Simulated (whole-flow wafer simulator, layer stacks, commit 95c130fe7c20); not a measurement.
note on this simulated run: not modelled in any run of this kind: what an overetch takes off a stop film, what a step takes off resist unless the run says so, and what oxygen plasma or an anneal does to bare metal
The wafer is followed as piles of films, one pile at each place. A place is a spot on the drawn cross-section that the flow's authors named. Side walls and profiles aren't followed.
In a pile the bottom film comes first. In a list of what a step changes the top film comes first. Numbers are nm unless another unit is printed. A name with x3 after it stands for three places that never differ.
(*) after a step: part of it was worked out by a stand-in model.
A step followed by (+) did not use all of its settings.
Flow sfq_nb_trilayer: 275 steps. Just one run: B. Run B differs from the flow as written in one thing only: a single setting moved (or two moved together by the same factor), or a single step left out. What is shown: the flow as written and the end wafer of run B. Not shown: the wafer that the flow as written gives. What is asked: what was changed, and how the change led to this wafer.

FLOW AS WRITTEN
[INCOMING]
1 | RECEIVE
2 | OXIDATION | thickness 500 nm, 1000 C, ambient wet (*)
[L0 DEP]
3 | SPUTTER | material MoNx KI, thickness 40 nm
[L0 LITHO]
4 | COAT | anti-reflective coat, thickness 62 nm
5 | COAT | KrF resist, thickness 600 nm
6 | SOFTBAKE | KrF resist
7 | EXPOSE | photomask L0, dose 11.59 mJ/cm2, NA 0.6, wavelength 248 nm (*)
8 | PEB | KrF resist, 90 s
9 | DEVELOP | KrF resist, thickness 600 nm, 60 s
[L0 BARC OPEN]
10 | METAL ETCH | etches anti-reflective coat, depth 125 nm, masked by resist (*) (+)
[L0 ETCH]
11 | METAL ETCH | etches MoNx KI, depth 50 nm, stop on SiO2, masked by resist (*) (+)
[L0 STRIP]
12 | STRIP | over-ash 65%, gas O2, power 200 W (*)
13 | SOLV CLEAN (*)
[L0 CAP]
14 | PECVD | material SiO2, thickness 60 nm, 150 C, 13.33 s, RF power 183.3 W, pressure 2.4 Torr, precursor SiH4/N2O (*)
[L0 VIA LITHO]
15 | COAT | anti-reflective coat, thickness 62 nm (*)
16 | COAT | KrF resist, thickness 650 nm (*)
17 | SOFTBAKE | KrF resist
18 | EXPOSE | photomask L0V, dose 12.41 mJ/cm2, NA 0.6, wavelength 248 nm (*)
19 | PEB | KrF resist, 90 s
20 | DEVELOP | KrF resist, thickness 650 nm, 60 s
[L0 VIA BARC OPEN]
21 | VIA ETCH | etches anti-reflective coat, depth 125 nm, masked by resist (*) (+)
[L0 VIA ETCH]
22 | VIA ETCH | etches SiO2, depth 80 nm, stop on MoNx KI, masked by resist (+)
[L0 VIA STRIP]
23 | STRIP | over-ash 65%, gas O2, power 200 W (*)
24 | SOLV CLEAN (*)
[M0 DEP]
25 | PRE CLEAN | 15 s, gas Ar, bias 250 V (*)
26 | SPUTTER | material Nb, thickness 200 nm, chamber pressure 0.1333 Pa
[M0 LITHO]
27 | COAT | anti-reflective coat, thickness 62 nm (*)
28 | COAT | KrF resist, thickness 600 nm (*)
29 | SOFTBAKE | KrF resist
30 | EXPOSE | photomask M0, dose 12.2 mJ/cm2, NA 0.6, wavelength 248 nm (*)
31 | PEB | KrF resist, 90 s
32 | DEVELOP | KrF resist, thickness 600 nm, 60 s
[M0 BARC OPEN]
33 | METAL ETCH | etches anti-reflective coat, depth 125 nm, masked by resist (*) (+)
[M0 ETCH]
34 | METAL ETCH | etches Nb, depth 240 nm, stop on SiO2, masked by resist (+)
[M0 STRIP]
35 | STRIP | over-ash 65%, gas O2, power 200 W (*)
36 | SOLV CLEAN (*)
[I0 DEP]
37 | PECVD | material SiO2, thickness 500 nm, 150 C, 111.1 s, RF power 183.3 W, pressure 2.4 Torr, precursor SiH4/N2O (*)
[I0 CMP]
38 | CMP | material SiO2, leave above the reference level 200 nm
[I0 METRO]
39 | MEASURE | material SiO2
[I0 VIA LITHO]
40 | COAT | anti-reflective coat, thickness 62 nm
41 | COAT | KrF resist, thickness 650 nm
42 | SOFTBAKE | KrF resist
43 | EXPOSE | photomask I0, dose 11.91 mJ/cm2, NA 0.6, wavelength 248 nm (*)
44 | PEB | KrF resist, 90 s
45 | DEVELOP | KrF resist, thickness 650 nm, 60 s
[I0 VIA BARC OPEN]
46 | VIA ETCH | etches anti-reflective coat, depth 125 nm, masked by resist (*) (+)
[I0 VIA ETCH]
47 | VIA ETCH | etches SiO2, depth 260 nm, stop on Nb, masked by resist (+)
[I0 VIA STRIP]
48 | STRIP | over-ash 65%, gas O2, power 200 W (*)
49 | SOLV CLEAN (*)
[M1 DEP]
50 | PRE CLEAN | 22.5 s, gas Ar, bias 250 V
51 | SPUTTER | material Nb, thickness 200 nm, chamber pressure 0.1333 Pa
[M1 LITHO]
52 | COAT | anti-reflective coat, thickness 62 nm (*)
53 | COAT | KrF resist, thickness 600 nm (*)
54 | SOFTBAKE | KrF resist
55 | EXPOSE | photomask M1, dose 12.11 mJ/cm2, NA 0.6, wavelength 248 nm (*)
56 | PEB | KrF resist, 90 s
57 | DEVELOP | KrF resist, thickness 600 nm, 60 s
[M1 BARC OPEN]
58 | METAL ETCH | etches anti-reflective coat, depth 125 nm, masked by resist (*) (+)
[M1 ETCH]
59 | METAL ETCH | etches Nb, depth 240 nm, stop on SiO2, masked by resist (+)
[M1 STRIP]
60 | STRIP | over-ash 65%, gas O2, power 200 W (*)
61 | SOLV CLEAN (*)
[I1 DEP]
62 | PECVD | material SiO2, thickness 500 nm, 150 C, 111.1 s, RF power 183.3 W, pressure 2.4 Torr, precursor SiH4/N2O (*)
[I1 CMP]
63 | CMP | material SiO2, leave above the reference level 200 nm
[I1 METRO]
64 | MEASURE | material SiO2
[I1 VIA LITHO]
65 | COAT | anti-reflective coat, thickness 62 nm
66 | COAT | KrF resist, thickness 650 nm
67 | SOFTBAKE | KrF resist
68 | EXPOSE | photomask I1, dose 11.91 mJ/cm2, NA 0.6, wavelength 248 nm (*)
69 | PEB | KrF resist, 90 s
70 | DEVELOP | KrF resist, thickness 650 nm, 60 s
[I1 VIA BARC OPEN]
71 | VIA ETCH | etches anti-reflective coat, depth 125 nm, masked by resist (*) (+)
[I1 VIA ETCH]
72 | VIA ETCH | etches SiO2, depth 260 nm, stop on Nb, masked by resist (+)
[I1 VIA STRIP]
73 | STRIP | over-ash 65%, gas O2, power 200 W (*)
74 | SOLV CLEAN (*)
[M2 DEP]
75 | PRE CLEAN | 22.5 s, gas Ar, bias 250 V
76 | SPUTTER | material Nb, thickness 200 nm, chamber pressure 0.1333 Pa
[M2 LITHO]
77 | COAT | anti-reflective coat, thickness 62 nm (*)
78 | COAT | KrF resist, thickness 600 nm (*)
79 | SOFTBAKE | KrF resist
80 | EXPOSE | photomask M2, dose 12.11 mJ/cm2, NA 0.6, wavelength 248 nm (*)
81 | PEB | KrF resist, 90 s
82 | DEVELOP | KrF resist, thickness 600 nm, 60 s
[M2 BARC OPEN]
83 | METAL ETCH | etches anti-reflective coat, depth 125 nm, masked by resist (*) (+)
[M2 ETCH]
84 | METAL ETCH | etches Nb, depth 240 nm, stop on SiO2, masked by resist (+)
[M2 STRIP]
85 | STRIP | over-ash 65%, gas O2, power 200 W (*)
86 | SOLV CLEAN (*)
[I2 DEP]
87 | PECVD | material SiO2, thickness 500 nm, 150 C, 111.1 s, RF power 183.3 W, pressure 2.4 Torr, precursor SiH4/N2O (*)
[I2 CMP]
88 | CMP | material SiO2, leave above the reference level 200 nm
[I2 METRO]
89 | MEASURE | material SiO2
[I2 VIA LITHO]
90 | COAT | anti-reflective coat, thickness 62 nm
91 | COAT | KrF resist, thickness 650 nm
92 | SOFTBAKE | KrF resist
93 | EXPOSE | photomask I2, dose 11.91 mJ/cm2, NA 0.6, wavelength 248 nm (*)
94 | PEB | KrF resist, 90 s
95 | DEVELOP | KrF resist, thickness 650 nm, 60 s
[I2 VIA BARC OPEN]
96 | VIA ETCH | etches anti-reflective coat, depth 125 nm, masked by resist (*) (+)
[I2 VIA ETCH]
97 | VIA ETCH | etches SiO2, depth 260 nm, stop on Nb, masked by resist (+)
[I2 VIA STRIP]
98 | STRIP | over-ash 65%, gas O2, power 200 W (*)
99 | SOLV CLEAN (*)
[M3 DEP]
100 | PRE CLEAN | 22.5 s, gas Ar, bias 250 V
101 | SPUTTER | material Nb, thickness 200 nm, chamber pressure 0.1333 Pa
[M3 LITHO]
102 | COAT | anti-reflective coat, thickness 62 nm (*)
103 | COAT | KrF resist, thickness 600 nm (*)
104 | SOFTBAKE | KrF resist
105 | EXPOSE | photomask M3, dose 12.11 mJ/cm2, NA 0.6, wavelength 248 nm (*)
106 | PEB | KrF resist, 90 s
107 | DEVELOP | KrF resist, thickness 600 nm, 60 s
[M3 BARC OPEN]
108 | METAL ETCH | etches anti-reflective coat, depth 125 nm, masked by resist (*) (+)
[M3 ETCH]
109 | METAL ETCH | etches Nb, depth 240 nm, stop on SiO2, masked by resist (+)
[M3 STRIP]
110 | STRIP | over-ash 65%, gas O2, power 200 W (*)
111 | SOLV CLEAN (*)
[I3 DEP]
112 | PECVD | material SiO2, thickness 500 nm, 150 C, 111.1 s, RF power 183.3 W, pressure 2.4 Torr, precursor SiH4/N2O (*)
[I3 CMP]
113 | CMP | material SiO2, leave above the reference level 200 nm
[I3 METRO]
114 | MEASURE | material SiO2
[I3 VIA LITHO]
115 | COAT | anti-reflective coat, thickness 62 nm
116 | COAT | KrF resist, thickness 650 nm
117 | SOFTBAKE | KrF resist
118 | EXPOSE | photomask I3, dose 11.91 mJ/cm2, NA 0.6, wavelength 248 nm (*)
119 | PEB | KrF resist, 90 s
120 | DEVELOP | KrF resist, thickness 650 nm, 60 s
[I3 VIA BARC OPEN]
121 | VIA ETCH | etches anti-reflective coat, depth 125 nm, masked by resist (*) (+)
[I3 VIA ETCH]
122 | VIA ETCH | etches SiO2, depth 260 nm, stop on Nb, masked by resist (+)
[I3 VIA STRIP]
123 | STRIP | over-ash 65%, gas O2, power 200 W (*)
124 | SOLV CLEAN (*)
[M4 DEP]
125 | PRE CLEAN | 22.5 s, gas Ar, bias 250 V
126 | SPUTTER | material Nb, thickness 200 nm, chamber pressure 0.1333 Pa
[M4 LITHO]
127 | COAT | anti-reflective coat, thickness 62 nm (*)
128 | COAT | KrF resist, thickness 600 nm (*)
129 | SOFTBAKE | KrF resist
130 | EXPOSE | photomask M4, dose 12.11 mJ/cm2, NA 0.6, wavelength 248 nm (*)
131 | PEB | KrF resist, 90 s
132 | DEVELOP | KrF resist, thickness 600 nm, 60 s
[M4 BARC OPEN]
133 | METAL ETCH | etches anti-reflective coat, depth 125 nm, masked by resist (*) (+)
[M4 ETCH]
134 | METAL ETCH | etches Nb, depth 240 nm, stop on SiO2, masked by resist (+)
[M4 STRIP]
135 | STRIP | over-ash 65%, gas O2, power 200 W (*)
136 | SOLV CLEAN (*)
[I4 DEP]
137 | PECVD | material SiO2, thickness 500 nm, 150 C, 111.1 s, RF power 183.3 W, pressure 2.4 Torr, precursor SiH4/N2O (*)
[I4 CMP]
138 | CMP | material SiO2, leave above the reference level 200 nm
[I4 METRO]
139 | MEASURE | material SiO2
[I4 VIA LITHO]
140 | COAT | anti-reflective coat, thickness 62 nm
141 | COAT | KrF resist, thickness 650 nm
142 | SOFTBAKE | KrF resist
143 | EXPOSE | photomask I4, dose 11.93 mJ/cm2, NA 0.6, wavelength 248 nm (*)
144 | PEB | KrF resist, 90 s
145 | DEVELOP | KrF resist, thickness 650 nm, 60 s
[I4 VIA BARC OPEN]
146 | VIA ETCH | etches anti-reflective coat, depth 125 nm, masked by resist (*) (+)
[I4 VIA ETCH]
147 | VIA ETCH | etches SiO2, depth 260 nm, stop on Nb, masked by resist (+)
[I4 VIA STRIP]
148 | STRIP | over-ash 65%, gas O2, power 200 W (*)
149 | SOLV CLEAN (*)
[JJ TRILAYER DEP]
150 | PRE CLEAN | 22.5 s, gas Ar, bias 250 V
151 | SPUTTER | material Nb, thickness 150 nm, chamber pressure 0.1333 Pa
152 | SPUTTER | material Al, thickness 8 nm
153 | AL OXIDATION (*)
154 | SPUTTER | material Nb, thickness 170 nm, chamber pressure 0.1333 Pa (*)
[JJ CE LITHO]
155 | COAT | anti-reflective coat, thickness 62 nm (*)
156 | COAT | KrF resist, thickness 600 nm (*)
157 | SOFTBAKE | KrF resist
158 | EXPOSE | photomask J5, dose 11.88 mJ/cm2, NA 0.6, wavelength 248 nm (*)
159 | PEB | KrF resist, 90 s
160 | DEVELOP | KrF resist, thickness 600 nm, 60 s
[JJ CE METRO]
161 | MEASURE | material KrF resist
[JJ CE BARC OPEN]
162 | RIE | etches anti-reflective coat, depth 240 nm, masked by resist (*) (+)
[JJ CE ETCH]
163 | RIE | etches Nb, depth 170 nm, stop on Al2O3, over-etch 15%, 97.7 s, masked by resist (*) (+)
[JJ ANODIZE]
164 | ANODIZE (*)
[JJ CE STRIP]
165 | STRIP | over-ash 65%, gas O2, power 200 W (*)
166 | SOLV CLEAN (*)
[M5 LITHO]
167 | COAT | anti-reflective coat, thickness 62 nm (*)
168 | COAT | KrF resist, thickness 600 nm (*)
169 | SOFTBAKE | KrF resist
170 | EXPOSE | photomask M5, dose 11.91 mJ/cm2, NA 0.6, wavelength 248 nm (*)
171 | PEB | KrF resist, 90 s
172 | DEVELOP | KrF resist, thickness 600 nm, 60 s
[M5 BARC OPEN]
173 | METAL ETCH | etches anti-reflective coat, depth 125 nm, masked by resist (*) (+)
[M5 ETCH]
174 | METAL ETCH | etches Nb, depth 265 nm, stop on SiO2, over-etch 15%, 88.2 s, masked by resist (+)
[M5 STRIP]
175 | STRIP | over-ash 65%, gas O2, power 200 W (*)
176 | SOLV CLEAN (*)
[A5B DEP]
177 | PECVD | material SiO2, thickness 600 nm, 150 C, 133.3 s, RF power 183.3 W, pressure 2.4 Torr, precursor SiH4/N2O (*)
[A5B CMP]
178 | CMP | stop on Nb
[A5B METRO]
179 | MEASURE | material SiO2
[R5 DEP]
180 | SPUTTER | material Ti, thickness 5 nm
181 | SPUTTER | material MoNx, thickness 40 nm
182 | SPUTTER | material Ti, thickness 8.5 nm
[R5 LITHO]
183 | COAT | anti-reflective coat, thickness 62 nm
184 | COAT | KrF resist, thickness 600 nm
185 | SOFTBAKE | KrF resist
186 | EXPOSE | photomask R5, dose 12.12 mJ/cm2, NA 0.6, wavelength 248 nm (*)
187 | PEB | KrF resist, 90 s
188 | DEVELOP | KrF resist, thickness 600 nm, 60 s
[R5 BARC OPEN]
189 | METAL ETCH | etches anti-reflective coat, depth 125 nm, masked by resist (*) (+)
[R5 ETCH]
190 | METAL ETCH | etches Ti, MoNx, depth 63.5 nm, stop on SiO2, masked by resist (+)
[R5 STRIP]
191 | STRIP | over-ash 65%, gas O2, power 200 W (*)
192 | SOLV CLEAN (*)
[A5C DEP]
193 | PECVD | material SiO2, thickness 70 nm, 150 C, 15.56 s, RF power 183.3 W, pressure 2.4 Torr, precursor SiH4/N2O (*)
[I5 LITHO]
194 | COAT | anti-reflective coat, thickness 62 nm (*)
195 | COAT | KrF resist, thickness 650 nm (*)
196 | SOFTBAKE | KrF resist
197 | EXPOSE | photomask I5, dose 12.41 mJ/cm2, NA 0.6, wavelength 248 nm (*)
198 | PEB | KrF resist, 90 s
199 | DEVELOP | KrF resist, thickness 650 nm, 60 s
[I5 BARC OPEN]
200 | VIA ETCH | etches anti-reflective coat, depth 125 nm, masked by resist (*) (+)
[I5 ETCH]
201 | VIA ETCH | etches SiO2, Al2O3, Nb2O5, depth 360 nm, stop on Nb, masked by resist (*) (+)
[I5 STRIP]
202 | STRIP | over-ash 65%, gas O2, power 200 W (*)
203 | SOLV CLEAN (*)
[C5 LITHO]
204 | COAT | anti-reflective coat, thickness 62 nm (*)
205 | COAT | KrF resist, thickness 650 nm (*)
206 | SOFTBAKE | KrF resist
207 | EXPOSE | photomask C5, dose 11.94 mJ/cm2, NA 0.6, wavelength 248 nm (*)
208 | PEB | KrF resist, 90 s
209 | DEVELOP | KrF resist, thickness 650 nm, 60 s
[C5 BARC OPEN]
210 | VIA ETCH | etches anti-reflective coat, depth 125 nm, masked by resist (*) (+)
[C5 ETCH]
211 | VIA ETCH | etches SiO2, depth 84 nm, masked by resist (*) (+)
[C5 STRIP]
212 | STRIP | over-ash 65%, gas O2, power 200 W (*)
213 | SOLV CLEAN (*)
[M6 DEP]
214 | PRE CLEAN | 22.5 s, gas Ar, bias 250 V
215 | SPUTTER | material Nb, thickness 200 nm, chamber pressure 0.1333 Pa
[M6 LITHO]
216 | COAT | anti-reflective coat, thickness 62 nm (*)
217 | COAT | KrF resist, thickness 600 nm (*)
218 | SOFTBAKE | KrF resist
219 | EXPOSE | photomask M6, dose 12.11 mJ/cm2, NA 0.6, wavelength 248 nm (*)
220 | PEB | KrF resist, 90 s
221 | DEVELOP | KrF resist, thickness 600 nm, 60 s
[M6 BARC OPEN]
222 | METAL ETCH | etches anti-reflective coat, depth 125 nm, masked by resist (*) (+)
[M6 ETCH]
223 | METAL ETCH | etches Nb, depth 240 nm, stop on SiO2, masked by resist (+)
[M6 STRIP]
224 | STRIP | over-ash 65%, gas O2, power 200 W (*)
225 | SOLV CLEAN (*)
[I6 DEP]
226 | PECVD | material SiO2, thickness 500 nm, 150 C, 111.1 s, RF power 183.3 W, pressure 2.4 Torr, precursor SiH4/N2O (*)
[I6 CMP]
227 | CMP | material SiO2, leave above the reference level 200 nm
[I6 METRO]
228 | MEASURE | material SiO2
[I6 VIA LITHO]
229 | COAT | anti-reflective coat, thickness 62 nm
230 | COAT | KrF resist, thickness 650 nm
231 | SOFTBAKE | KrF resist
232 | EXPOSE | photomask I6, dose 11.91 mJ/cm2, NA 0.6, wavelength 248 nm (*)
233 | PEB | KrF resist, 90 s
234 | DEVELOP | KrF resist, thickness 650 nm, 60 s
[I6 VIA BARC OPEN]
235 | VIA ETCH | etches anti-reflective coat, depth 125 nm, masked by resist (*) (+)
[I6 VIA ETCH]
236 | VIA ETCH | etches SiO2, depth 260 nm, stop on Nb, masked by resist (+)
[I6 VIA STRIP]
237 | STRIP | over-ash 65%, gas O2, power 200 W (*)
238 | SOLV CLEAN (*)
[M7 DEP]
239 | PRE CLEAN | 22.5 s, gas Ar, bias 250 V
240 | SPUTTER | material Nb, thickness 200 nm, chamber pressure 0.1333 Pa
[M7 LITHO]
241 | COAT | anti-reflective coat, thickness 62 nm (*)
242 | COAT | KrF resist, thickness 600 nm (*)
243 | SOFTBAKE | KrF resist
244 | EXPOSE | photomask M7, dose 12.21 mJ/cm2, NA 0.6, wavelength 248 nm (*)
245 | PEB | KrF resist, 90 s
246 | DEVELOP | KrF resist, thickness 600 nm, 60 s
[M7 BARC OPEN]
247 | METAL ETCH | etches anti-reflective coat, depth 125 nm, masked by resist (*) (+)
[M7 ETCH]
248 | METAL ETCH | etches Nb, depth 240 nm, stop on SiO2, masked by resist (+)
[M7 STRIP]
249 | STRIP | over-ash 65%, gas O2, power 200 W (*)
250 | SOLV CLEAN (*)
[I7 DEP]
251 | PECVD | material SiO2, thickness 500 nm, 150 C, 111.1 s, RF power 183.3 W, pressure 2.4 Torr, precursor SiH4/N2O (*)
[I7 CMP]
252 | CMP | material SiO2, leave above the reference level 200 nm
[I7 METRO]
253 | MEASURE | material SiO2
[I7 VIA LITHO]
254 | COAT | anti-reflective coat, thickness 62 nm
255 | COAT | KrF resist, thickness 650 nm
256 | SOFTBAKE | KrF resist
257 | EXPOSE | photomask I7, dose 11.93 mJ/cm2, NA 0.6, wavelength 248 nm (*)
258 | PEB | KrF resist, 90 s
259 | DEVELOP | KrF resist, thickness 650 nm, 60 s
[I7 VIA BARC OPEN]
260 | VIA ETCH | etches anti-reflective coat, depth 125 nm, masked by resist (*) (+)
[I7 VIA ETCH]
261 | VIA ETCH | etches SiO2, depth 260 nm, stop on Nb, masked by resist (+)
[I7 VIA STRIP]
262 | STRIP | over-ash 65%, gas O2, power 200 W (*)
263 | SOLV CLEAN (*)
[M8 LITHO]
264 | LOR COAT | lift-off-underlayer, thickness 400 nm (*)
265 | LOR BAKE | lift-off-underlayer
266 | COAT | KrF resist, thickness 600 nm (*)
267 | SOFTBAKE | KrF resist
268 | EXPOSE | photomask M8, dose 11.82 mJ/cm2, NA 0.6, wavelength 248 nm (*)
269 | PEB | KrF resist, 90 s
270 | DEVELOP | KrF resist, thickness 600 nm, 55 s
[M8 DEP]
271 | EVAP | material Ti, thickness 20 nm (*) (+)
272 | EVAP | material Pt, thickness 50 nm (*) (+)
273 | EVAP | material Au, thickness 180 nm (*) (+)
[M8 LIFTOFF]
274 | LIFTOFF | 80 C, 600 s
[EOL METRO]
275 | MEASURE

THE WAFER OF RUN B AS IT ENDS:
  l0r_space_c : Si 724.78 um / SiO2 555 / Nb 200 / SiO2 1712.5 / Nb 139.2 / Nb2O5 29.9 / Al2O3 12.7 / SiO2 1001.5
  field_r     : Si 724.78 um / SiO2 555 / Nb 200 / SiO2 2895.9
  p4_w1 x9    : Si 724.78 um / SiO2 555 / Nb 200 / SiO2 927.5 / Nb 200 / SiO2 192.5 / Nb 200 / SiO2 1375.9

Cause: step 88, CMP: leave above the reference level 150 nm was run, though the flow has leave above the reference level 200 nm.

How this came from the change, step by step:
  88 | CMP | material SiO2, leave above the reference level 200 nm
      field_l, be, be_sur and 81 more: SiO2 loses 150 (it would be, as written: SiO2 loses 100)
      v_sur, via_wl, via_w and 18 more: SiO2 loses 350 (it would be, as written: SiO2 loses 300)
      (as well as at 1 more place)
  97 | VIA ETCH | etches SiO2, depth 260 nm, stop on Nb, masked by resist (+)
      field_l, v_sur, via_wl and 102 more: KrF resist loses 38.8 (it would be, as written: KrF resist loses 44.8)
      via_w: SiO2 loses 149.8 (all of it) (it would be, as written: SiO2 loses 199.8 (all of it))
  101 | SPUTTER | material Nb, thickness 200 nm, chamber pressure 0.1333 Pa
      via_w: Nb gains 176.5 (it would be, as written: Nb gains 165.5)
  102 | COAT | anti-reflective coat, thickness 62 nm (*)
      via_w: anti-reflective coat gains 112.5 (new film) (it would be, as written: anti-reflective coat gains 124.8 (new film))
  103 | COAT | KrF resist, thickness 600 nm (*)
      via_w: KrF resist gains 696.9 (new film) (it would be, as written: KrF resist gains 737.9 (new film))
  110 | STRIP | over-ash 65%, gas O2, power 200 W (*)
      via_w: KrF resist loses 479 (all of it), anti-reflective coat loses 112.5 (all of it) (it would be, as written: KrF resist loses 520 (all of it), anti-reflective coat loses 124.8 (all of it))
  112 | PECVD | material SiO2, thickness 500 nm, 150 C, 111.1 s, RF power 183.3 W, pressure 2.4 Torr, precursor SiH4/N2O (*)
      via_w: SiO2 gains 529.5 (new film) (it would be, as written: SiO2 gains 615 (new film))
  113 | CMP | material SiO2, leave above the reference level 200 nm
      via_w: SiO2 loses 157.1 (it would be, as written: SiO2 loses 181.6)
